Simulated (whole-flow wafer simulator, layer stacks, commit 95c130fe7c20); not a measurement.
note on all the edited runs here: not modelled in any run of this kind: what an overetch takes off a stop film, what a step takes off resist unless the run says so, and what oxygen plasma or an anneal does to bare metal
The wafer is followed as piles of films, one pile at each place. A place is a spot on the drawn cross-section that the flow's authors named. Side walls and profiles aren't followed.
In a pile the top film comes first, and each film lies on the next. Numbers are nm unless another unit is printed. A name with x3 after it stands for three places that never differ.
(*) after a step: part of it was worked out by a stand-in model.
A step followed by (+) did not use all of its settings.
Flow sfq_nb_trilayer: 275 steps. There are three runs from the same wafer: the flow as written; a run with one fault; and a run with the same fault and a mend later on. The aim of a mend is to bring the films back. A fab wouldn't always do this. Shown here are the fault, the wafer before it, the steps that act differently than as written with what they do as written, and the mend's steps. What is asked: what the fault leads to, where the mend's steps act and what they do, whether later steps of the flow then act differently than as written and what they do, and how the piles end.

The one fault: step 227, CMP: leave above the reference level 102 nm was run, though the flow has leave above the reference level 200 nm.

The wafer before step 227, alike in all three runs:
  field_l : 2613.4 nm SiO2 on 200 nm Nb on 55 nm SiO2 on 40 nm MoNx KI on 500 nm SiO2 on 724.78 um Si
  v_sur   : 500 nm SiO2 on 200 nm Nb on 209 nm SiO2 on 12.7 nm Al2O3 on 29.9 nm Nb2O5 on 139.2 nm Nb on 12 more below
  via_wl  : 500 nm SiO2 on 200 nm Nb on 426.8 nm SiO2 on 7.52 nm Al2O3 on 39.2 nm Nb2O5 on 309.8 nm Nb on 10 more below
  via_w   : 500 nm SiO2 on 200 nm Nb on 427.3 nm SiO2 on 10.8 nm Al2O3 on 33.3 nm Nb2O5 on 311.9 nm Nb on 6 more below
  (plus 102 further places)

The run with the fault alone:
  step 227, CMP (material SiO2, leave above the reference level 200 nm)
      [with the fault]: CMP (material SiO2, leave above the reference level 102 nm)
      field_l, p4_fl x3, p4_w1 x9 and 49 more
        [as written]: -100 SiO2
        [with the fault]: -198 SiO2
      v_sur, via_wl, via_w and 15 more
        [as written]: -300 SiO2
        [with the fault]: -398 SiO2
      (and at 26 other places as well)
  Later steps of the flow acting differently than as written (not shown: 4 more steps that differ only slightly, by at most 2% or 0.5 nm, whichever is larger):
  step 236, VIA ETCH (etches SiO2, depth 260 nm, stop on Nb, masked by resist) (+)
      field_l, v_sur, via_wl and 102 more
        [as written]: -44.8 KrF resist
        [with the fault]: -26.3 KrF resist
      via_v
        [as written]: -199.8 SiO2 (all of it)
        [with the fault]: -101.8 SiO2 (all of it)
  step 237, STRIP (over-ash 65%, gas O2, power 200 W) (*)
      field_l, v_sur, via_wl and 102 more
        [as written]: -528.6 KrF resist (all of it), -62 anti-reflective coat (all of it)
        [with the fault]: -547.1 KrF resist (all of it), -62 anti-reflective coat (all of it)
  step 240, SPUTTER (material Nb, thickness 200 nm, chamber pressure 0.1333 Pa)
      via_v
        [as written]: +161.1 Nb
        [with the fault]: +185.3 Nb
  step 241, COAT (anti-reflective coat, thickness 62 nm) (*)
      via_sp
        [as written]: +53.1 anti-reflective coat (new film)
        [with the fault]: +52 anti-reflective coat (new film)
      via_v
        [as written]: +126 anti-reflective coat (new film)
        [with the fault]: +107.3 anti-reflective coat (new film)
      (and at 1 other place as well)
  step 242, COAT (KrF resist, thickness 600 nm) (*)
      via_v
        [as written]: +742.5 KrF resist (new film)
        [with the fault]: +654.8 KrF resist (new film)
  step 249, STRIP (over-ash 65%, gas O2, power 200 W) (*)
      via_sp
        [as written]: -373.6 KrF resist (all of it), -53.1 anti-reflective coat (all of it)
        [with the fault]: -382.7 KrF resist (all of it), -52 anti-reflective coat (all of it)
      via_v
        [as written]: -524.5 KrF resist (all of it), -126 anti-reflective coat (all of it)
        [with the fault]: -437.1 KrF resist (all of it), -107.3 anti-reflective coat (all of it)
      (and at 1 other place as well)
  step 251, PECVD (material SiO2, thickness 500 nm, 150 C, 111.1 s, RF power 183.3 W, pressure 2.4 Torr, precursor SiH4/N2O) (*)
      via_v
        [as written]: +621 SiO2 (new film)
        [with the fault]: +500 SiO2 (new film)
  The piles end different from the flow's at field_l, v_sur, via_wl and 103 more by more than 2% or 0.5 nm, whichever is larger.
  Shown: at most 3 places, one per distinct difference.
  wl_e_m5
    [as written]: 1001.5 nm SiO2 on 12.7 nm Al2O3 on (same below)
    [with the fault]: 903.5 nm SiO2 on 12.7 nm Al2O3 on (same below)
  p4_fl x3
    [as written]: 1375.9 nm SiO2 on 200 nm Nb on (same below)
    [with the fault]: 1277.9 nm SiO2 on 200 nm Nb on (same below)
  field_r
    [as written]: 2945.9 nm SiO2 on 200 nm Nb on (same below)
    [with the fault]: 2847.9 nm SiO2 on 200 nm Nb on (same below)

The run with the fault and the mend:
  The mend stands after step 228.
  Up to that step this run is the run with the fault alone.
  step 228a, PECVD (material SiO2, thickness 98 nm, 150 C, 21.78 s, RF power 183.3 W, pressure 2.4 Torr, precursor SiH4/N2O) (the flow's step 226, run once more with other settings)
      field_l, v_sur, via_wl and 103 more
        +98 SiO2
  Every later step of the flow that is run acts as written, at every place that is followed, to within 2% or 0.5 nm, whichever is larger.
  The piles end the same as the flow's at every place that both follow.
